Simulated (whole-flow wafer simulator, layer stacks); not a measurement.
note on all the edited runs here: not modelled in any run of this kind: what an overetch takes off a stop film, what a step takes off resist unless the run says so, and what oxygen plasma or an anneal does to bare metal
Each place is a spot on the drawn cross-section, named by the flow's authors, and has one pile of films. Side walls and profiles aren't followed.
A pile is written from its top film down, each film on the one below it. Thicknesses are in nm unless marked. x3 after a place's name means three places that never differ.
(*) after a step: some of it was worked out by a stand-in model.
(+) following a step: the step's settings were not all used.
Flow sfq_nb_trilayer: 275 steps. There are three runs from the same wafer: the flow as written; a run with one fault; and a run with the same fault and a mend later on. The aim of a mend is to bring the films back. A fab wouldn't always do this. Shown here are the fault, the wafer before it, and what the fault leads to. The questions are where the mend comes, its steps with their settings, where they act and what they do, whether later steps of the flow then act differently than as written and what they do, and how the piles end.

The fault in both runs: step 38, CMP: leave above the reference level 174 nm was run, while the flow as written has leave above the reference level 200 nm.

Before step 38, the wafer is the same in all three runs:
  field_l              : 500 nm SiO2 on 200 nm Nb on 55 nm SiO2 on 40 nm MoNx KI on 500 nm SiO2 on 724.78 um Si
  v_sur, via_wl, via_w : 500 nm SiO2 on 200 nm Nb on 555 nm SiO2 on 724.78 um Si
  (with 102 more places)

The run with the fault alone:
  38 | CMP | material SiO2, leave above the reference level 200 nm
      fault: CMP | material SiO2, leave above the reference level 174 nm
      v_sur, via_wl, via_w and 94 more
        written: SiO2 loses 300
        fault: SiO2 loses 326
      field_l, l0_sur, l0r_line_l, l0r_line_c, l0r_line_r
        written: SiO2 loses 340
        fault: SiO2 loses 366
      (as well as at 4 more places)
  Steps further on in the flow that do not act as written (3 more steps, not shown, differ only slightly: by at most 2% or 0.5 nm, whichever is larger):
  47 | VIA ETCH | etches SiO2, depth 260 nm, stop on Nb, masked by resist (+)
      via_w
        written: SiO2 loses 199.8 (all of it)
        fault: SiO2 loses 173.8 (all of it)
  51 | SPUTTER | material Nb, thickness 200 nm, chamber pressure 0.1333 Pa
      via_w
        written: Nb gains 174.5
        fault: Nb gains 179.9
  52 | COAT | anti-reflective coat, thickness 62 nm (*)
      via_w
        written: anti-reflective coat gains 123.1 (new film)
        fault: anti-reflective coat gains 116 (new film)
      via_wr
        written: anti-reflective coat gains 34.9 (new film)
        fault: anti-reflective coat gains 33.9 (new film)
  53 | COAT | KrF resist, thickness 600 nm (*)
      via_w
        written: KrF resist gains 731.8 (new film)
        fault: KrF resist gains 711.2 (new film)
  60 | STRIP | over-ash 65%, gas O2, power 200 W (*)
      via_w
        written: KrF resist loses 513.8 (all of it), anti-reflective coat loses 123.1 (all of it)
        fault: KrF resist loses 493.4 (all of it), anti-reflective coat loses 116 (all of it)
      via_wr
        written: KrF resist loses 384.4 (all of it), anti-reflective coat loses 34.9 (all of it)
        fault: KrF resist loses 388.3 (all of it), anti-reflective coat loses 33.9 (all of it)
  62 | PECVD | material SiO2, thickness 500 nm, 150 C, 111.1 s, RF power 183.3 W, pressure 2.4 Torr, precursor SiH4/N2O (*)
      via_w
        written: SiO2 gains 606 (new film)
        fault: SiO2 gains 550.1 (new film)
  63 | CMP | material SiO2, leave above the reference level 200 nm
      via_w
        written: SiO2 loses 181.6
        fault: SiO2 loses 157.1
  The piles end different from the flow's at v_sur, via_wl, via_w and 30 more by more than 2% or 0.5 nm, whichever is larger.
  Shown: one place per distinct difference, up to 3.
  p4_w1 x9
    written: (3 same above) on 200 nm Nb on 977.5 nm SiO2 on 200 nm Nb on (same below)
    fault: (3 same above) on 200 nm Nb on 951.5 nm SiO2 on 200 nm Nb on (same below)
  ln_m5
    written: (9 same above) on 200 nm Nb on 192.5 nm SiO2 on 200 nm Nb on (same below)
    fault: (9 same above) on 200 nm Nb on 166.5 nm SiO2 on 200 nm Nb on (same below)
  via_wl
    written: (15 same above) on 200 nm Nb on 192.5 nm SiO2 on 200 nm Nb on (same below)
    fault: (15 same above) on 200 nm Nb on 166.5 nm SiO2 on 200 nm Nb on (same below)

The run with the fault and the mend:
  The mend follows step 45.
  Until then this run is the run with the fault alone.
  45a | STRIP | over-ash 65%, gas O2, power 200 W (*)
      field_l, v_sur, via_wl and 102 more
        KrF resist loses 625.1 (all of it), anti-reflective coat loses 62 (all of it)
      via_w
        anti-reflective coat loses 62 (all of it)
  45b | PECVD | material SiO2, thickness 26 nm, 150 C, 5.778 s, RF power 183.3 W, pressure 2.4 Torr, precursor SiH4/N2O (the flow's step 37, run once more with other settings)
      field_l, v_sur, via_wl and 103 more
        SiO2 gains 26
  45c | COAT | anti-reflective coat, thickness 62 nm (the flow's step 40, run once more)
      field_l, v_sur, via_wl and 103 more
        anti-reflective coat gains 62 (new film)
  45d | COAT | KrF resist, thickness 650 nm (the flow's step 41, run once more)
      field_l, v_sur, via_wl and 103 more
        KrF resist gains 650 (new film)
  45e | SOFTBAKE | KrF resist (the flow's step 42, run once more)
      leaves every film unchanged at each place that is followed
  45f | EXPOSE | photomask I0, dose 11.91 mJ/cm2, NA 0.6, wavelength 248 nm (*) (the flow's step 43, run once more)
      leaves every film unchanged at each place that is followed
  45g | PEB | KrF resist, 90 s (the flow's step 44, run once more)
      field_l, v_sur, via_wl and 103 more
        KrF resist loses 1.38
  45h | DEVELOP | KrF resist, thickness 650 nm, 60 s (the flow's step 45, run once more)
      field_l, v_sur, via_wl and 102 more
        KrF resist loses 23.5
      via_w
        KrF resist loses 648.6 (all of it)
  None of the later steps of the flow differs from how it acts as written, at any place that is followed, by more than 2% or 0.5 nm, whichever is larger.
  The piles end only slightly different from the flow's at the places that both follow, by no more than 2% or 0.5 nm, whichever is larger.
